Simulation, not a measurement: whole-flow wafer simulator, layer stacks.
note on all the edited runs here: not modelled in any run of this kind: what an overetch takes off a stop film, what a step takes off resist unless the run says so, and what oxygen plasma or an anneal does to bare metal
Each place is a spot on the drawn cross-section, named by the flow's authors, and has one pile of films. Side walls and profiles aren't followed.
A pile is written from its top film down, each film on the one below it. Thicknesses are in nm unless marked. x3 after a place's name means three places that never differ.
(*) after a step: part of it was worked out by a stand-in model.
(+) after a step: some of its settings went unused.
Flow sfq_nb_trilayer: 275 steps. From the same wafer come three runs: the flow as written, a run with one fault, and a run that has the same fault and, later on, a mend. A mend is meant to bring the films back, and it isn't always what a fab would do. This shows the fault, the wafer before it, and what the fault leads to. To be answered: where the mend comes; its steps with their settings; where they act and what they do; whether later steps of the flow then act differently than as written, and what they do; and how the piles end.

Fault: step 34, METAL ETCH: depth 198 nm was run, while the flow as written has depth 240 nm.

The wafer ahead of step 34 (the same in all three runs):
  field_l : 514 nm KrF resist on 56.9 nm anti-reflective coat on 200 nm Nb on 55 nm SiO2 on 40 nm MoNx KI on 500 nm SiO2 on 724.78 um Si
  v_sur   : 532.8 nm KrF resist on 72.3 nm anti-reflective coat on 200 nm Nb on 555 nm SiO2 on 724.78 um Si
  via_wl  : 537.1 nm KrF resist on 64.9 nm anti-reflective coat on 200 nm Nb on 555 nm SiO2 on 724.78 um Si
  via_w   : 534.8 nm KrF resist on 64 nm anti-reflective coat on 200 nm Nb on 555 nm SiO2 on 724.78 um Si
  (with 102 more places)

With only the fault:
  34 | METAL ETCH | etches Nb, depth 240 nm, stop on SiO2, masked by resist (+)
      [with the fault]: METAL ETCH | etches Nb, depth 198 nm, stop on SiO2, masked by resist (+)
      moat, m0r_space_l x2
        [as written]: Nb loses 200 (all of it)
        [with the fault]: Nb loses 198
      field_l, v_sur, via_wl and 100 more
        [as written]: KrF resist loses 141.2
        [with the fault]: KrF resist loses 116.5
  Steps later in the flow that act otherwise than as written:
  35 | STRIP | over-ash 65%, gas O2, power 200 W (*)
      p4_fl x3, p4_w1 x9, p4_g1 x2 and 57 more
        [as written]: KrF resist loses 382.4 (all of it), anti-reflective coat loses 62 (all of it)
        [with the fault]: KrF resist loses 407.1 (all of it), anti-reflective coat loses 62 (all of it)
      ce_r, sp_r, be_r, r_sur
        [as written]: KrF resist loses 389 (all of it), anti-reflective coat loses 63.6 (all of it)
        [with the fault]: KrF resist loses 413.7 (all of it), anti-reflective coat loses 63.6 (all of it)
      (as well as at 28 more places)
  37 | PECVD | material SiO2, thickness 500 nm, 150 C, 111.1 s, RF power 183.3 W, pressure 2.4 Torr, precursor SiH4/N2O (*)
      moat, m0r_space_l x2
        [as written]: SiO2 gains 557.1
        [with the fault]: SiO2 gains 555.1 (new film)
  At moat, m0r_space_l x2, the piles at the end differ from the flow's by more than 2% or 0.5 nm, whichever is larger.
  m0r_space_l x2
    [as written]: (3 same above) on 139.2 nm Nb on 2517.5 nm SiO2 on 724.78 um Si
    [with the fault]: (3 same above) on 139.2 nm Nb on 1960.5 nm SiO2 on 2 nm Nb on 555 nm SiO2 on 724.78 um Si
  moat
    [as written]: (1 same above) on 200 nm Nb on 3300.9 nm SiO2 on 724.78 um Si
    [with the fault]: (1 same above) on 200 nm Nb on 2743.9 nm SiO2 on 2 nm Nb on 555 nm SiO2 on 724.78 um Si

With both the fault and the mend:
  After step 34 comes the mend.
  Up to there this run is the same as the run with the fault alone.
  34a | METAL ETCH | etches Nb, depth 42 nm, stop on SiO2, masked by resist (+) (a further turn of the flow's step 34, with different settings)
      field_l, v_sur, via_wl and 100 more
        KrF resist loses 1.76
      moat, m0r_space_l x2
        Nb loses 2 (all of it)
  Steps later in the flow that act otherwise than as written:
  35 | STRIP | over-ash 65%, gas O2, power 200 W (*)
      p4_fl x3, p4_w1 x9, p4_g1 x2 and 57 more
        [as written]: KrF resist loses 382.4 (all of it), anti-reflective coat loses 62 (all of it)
        [with the mend]: KrF resist loses 405.3 (all of it), anti-reflective coat loses 62 (all of it)
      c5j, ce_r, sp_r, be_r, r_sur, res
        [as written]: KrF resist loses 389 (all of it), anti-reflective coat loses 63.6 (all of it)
        [with the mend]: KrF resist loses 412 (all of it), anti-reflective coat loses 63.6 (all of it)
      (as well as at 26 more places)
  At every place that both follow, the piles at the end match the flow's.
